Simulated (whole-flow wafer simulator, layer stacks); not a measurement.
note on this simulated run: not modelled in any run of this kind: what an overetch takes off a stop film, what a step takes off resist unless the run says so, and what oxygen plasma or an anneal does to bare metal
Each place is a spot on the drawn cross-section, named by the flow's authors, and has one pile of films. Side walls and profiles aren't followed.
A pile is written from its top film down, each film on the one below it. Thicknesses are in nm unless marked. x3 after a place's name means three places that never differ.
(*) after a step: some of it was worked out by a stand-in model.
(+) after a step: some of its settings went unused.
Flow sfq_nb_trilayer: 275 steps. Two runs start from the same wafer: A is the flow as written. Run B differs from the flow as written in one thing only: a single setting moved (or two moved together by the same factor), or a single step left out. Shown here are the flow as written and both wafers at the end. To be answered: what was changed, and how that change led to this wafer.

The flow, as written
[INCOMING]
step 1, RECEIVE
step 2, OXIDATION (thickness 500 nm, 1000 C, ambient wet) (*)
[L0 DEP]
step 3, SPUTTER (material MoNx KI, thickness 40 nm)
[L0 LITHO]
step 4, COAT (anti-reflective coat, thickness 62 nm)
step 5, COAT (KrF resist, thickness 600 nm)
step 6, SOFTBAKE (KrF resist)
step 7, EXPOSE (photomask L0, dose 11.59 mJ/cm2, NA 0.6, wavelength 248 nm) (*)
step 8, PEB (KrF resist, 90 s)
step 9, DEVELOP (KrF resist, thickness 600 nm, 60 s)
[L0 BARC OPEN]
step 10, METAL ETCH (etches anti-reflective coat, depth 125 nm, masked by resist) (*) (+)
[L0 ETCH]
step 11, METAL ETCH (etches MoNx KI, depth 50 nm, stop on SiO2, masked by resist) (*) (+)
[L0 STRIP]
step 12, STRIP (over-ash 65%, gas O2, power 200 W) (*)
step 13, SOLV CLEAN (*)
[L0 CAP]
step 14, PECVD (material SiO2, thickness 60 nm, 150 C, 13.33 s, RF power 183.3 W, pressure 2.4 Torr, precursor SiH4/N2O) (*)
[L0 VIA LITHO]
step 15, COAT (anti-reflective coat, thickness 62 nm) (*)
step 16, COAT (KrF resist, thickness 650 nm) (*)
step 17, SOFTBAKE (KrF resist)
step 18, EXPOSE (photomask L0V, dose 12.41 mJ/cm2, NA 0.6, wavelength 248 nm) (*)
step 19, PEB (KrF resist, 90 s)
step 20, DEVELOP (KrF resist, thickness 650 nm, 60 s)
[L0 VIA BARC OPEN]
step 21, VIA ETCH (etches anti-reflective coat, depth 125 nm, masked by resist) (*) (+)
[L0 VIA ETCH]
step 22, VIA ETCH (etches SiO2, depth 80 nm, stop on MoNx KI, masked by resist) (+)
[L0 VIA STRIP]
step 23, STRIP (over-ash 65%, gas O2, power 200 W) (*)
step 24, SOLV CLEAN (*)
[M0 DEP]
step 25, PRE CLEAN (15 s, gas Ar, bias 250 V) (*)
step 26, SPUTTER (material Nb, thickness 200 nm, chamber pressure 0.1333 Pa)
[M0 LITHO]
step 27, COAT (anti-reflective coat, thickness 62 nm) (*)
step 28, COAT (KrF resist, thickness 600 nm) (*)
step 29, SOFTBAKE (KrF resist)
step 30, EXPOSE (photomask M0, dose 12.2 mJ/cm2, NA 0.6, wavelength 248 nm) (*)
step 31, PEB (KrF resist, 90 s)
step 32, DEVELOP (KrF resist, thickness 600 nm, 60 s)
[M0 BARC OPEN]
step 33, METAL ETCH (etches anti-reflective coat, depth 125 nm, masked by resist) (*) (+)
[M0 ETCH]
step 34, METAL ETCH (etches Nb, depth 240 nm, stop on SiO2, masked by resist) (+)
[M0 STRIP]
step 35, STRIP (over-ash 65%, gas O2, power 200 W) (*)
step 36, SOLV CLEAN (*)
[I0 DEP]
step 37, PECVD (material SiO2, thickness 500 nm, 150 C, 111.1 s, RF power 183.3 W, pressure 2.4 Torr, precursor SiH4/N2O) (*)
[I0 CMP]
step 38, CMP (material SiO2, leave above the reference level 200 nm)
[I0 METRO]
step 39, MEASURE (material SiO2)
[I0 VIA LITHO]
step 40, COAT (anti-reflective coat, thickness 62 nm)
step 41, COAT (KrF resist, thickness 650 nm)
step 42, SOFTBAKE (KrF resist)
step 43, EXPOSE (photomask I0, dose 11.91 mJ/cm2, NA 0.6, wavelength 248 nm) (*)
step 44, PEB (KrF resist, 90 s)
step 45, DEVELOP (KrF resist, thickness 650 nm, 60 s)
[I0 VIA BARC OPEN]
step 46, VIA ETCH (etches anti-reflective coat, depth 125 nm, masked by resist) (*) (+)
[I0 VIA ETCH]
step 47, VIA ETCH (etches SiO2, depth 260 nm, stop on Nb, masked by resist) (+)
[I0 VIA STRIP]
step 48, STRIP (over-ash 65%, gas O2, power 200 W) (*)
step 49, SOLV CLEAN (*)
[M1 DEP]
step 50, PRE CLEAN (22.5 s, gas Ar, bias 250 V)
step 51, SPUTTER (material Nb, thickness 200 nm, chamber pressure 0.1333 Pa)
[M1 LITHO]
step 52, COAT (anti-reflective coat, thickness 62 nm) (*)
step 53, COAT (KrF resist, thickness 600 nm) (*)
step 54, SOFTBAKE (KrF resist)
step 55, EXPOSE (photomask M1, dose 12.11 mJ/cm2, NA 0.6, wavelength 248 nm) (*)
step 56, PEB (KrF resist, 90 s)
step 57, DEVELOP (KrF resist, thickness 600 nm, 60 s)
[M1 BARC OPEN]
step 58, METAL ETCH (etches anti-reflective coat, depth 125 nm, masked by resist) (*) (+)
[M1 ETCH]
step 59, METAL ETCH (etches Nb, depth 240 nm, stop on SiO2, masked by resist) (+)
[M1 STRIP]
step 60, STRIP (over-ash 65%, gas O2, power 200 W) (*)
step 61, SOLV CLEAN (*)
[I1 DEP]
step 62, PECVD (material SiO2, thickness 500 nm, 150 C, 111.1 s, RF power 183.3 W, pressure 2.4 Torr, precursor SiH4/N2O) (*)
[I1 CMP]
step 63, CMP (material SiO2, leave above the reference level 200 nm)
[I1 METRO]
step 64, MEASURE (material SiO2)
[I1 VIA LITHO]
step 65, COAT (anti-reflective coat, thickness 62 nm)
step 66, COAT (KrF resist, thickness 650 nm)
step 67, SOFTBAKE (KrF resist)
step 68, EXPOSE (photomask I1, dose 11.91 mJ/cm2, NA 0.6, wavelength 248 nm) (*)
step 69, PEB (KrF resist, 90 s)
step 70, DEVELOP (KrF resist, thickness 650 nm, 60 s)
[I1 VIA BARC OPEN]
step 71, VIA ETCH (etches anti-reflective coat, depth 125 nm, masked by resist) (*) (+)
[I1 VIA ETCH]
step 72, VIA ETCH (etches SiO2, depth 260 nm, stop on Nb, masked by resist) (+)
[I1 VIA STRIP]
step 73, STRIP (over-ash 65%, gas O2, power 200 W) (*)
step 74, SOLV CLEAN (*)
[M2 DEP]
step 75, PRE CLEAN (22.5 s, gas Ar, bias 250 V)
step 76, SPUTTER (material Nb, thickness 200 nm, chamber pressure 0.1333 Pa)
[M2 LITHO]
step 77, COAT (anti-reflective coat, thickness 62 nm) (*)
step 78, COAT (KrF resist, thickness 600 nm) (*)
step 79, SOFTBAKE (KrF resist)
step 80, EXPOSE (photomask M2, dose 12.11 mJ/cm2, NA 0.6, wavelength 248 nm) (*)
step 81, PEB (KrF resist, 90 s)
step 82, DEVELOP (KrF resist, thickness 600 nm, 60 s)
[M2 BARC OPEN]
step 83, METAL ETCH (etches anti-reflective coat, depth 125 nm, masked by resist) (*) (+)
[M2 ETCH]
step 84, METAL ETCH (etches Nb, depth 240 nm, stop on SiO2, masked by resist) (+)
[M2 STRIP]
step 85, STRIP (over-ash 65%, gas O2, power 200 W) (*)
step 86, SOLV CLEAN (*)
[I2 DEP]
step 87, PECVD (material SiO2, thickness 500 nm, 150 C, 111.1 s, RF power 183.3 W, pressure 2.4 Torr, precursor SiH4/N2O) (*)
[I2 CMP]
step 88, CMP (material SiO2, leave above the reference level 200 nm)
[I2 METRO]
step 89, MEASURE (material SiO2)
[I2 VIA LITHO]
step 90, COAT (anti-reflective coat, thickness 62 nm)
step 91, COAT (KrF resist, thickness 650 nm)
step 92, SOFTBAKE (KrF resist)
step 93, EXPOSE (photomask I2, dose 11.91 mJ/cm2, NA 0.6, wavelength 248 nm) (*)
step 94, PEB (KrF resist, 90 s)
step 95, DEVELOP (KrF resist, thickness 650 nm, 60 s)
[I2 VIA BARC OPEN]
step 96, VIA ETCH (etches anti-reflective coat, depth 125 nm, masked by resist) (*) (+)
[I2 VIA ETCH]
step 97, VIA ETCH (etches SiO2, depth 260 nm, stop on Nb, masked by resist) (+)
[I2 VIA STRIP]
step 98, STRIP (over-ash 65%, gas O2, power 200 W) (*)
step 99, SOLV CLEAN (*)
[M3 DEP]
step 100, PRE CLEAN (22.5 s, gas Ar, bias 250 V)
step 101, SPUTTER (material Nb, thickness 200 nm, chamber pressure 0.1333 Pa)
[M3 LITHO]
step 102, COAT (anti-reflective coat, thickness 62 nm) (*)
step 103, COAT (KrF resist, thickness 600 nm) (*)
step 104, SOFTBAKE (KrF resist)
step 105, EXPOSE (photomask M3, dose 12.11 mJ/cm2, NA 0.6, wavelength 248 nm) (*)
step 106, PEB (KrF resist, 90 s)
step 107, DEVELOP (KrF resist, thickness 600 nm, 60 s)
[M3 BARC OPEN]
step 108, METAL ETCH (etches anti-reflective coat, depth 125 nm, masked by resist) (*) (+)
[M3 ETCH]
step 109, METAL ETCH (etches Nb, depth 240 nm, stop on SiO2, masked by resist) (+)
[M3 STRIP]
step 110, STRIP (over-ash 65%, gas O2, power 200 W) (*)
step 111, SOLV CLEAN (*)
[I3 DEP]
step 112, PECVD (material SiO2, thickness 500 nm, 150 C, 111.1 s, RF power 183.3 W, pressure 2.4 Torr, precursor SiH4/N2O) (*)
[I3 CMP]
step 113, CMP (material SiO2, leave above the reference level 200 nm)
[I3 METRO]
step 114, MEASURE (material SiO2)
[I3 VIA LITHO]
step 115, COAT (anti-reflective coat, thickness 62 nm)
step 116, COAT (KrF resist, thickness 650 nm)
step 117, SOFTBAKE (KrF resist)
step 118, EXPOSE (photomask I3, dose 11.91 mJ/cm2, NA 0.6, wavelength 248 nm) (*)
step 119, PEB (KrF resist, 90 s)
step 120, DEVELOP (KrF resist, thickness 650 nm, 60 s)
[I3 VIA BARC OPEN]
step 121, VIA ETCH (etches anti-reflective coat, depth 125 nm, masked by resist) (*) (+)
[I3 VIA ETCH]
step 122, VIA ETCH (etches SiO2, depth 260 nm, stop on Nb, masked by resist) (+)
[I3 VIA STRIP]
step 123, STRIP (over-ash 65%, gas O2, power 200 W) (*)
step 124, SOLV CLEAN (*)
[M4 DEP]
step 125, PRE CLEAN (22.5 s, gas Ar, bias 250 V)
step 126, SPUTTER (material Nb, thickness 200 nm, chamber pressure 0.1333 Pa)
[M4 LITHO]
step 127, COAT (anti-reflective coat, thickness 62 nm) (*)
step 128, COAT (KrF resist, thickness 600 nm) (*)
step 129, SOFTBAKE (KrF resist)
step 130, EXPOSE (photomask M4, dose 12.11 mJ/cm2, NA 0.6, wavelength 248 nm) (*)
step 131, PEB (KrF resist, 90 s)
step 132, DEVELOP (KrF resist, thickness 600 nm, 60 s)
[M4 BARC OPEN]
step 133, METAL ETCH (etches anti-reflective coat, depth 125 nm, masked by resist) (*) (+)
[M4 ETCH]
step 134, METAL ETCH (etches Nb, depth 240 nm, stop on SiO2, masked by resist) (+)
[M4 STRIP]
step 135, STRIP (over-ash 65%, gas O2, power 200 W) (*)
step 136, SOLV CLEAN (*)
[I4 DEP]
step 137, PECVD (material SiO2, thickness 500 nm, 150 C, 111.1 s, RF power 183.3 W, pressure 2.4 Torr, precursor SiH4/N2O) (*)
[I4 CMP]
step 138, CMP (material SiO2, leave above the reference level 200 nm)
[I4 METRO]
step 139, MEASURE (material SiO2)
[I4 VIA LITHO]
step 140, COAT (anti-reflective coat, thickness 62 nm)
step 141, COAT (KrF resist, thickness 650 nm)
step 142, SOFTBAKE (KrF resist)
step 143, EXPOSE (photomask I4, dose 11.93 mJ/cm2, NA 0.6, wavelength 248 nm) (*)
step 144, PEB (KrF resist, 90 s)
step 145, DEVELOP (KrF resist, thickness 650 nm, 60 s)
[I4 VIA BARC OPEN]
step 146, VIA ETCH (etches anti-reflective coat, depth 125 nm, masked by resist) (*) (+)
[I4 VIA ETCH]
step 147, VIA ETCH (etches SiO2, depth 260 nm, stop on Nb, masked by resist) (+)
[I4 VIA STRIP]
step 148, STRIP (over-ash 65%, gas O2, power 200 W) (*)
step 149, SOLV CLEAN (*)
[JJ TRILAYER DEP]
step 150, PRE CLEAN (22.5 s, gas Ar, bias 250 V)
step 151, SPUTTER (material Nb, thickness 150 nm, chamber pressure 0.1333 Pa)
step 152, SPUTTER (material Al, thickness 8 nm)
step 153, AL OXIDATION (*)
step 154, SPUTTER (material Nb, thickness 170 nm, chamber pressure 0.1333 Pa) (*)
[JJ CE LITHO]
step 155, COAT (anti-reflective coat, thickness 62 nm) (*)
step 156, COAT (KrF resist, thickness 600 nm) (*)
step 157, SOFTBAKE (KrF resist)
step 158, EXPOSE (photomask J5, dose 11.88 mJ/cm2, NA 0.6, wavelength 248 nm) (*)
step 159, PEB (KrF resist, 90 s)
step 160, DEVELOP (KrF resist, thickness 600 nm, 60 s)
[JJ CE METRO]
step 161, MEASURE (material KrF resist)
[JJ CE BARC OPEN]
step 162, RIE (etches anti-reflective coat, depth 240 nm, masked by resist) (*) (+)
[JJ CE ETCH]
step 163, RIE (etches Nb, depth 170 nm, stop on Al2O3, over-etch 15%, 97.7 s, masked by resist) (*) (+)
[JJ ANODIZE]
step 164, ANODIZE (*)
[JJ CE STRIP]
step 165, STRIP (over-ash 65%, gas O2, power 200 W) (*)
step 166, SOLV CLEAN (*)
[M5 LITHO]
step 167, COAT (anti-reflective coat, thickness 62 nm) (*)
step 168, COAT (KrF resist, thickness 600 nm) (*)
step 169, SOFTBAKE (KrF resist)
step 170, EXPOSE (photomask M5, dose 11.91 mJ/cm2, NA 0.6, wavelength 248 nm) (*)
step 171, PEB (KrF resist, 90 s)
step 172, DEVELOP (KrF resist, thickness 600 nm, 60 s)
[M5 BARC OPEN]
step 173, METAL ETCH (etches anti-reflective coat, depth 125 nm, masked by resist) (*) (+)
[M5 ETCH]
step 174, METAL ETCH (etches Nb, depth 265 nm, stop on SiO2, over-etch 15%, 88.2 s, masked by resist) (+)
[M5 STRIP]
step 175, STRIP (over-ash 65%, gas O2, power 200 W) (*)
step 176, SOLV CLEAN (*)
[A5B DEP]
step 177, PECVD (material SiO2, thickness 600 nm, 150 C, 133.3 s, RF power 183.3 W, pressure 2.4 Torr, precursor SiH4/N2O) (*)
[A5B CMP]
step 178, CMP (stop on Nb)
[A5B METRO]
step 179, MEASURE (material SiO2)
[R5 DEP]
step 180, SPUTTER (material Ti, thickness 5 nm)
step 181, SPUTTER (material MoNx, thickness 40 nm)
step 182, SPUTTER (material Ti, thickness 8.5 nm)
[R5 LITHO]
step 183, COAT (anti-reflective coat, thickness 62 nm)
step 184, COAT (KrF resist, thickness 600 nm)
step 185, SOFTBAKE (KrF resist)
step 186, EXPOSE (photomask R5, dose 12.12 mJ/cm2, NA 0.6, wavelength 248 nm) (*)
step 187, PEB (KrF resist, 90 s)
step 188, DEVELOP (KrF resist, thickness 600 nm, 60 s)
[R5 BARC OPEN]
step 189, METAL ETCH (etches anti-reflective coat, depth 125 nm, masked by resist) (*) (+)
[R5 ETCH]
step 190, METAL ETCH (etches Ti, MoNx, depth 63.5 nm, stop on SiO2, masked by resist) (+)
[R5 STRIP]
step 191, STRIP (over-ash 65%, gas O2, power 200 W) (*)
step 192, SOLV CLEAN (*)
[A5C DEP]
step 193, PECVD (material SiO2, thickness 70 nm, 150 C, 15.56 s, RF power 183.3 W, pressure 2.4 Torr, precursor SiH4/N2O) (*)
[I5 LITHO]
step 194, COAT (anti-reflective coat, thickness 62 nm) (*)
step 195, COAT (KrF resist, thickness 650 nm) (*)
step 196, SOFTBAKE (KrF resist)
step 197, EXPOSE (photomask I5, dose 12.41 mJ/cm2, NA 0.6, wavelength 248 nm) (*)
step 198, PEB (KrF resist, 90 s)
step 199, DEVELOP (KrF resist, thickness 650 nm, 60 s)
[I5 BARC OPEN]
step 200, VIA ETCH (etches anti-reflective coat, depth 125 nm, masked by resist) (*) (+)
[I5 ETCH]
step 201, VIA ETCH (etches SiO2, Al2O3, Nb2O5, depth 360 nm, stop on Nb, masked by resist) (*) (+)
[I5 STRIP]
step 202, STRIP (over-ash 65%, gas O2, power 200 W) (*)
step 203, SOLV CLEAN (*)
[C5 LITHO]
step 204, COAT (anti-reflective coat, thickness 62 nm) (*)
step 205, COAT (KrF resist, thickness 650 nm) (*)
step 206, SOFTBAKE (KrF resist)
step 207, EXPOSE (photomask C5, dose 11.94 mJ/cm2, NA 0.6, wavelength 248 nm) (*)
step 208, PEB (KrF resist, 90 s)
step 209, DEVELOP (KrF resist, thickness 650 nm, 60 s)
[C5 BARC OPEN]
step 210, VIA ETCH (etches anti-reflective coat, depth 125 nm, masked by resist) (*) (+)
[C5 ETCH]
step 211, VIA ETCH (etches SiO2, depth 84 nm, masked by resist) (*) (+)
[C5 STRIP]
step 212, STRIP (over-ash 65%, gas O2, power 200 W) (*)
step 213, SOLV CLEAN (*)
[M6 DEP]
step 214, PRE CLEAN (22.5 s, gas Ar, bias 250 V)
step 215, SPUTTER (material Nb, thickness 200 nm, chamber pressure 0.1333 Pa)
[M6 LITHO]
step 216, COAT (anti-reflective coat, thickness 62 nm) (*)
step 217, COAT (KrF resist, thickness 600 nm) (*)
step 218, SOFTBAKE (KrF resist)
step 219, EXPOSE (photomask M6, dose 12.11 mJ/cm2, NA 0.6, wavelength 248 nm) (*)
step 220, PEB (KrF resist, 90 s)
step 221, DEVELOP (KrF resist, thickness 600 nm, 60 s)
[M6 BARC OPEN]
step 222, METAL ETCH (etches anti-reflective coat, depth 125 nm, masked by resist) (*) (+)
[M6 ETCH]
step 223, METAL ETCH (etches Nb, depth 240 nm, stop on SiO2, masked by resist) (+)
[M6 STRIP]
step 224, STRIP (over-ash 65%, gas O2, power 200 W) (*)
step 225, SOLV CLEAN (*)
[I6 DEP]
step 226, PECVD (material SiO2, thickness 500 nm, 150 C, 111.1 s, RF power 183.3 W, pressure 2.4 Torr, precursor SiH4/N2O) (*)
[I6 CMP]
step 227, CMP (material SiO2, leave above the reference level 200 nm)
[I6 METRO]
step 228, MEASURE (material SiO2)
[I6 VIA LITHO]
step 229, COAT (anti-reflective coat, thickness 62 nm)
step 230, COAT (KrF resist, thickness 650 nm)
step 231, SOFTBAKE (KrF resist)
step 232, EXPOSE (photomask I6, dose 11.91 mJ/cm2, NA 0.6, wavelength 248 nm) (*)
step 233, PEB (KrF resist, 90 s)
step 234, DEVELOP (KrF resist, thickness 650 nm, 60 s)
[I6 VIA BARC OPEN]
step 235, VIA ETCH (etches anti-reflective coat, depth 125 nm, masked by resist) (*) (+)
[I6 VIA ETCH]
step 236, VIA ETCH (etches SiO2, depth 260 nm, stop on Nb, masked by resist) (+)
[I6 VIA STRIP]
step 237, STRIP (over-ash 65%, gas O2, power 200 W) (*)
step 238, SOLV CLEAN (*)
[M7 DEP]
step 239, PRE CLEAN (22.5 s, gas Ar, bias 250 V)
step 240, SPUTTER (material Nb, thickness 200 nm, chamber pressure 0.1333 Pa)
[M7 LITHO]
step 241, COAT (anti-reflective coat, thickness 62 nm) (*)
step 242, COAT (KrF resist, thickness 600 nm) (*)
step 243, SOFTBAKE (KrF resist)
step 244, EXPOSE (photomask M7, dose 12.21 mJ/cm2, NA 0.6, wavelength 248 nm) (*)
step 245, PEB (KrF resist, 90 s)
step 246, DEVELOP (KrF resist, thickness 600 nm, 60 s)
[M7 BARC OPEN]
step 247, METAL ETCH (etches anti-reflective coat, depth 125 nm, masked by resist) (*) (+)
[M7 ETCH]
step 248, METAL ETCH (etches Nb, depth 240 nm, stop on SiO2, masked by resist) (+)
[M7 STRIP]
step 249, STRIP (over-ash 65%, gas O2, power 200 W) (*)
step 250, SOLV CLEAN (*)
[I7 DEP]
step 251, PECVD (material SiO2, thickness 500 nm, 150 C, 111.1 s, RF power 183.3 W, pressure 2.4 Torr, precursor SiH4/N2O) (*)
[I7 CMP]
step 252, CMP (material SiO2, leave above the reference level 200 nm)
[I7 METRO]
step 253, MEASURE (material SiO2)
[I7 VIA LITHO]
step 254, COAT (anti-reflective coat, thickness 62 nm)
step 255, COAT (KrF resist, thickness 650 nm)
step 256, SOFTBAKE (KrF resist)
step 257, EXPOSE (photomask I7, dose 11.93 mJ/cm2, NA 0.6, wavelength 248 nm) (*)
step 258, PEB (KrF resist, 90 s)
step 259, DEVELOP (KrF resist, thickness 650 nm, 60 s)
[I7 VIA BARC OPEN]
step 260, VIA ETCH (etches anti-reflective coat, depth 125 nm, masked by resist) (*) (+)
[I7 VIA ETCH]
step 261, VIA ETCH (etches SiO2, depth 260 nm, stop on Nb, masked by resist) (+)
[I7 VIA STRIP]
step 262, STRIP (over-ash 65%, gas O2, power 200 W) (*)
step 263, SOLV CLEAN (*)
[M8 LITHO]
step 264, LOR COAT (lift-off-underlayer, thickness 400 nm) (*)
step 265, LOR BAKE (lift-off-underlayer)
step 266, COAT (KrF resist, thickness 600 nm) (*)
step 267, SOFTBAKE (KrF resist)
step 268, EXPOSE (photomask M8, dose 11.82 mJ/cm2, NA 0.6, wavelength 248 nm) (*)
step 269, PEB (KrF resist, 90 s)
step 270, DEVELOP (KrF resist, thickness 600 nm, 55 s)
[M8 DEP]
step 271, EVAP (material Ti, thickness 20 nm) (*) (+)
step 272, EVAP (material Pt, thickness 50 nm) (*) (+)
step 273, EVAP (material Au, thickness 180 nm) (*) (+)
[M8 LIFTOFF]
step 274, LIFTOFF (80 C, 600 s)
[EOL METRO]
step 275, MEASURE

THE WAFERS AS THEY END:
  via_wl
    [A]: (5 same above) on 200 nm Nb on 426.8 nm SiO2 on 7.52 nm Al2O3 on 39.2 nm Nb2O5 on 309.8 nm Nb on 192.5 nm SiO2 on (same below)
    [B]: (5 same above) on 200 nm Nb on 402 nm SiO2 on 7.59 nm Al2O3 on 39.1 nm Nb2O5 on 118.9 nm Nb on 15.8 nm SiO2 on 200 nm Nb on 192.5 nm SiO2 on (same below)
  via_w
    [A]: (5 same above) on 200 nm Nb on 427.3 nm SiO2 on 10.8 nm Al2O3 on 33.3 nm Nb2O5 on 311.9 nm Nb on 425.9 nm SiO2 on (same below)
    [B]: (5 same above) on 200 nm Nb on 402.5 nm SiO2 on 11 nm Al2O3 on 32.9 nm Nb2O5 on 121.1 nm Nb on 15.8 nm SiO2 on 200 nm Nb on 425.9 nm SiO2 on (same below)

The reason: step 147, VIA ETCH: depth 176.5 nm was run, while the flow as written has depth 260 nm.

Step by step, how the change led to this:
  step 147, VIA ETCH (etches SiO2, depth 260 nm, stop on Nb, masked by resist) (+)
      via_wl, via_w, via_wr: A -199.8 SiO2 (all of it) | B -176.5 SiO2
      field_l, v_sur, via_sp and 100 more: A -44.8 KrF resist | B -30.4 KrF resist
  step 148, STRIP (over-ash 65%, gas O2, power 200 W) (*)
      field_l, v_sur, via_sp and 100 more: A -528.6 KrF resist (all of it), -62 anti-reflective coat (all of it) | B -543 KrF resist (all of it), -62 anti-reflective coat (all of it)
  step 150, PRE CLEAN (22.5 s, gas Ar, bias 250 V)
      via_wl, via_w, via_wr: A -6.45 Nb | B -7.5 SiO2
  step 151, SPUTTER (material Nb, thickness 150 nm, chamber pressure 0.1333 Pa)
      via_wl, via_w, via_wr: A +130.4 Nb | B +133 Nb (new film)
  step 154, SPUTTER (material Nb, thickness 170 nm, chamber pressure 0.1333 Pa) (*)
      via_wl, via_wr: A +140.7 Nb (new film) | B +144.6 Nb (new film)
      via_w: A +141 Nb (new film) | B +144.9 Nb (new film)
  step 155, COAT (anti-reflective coat, thickness 62 nm) (*)
      via_wl, via_wr: A +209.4 anti-reflective coat (new film) | B +187.7 anti-reflective coat (new film)
      v_sur: A +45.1 anti-reflective coat (new film) | B +46.1 anti-reflective coat (new film)
      (as well as at 1 more place)
  step 156, COAT (KrF resist, thickness 600 nm) (*)
      via_w: A +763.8 KrF resist (new film) | B +742.7 KrF resist (new film)
  step 160, DEVELOP (KrF resist, thickness 600 nm, 60 s)
      via_w: A -762.1 KrF resist (all of it) | B -741 KrF resist (all of it)
  step 162, RIE (etches anti-reflective coat, depth 240 nm, masked by resist) (*) (+)
      ce_l, c5j, ce_r, wl_jj: A -209.4 KrF resist | B -187.7 KrF resist
      via_wl, via_wr: A -209.4 anti-reflective coat (all of it) | B -187.7 anti-reflective coat (all of it)
      (as well as at 2 more places)
  step 163, RIE (etches Nb, depth 170 nm, stop on Al2O3, over-etch 15%, 97.7 s, masked by resist) (*) (+)
      via_wl, via_wr: A -140.7 Nb (all of it), -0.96 Al2O3 (all of it) | B -144.6 Nb (all of it), -0.96 Al2O3 (all of it)
      via_w: A -141 Nb (all of it), -0.96 Al2O3 (all of it) | B -144.9 Nb (all of it), -0.96 Al2O3 (all of it)
  step 165, STRIP (over-ash 65%, gas O2, power 200 W) (*)
      ce_l: A -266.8 KrF resist (all of it), -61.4 anti-reflective coat (all of it) | B -288.6 KrF resist (all of it), -61.5 anti-reflective coat (all of it)
      c5j: A -266.9 KrF resist (all of it), -61.5 anti-reflective coat (all of it) | B -288.7 KrF resist (all of it), -61.5 anti-reflective coat (all of it)
      (as well as at 2 more places)
  step 167, COAT (anti-reflective coat, thickness 62 nm) (*)
      via_wl: A +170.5 anti-reflective coat (new film) | B +153.7 anti-reflective coat (new film)
      via_wr: A +170.6 anti-reflective coat (new film) | B +153.7 anti-reflective coat (new film)
  step 168, COAT (KrF resist, thickness 600 nm) (*)
      via_w: A +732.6 KrF resist (new film) | B +716.2 KrF resist (new film)
  step 175, STRIP (over-ash 65%, gas O2, power 200 W) (*)
      via_wl: A -427 KrF resist (all of it), -170.5 anti-reflective coat (all of it) | B -424.9 KrF resist (all of it), -153.7 anti-reflective coat (all of it)
      via_w: A -503.5 KrF resist (all of it), -84.1 anti-reflective coat (all of it) | B -487.1 KrF resist (all of it), -82.8 anti-reflective coat (all of it)
      (as well as at 1 more place)
  step 178, CMP (stop on Nb)
      via_wl, via_wr: A -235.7 SiO2 | B -260.5 SiO2
      via_w: A -235.2 SiO2 | B -260 SiO2
Taking metal films that touch as one body, via_wl has 8 bodies (between them, from the top down: SiO2 192.5; SiO2 402 / Al2O3 7.59 / Nb2O5 39.1; SiO2 15.8; SiO2 192.5; SiO2 192.5; SiO2 192.5; SiO2 192.5); the flow as written gives 7 bodies (between them, from the top down: SiO2 192.5; SiO2 426.8 / Al2O3 7.52 / Nb2O5 39.2; SiO2 192.5; SiO2 192.5; SiO2 192.5; SiO2 192.5).
Taking metal films that touch as one body, via_w has 6 bodies (between them, from the top down: SiO2 192.5; SiO2 402.5 / Al2O3 11 / Nb2O5 32.9; SiO2 15.8; SiO2 425.9; SiO2 416.9); the flow as written gives 5 bodies (between them, from the top down: SiO2 192.5; SiO2 427.3 / Al2O3 10.8 / Nb2O5 33.3; SiO2 425.9; SiO2 416.9).
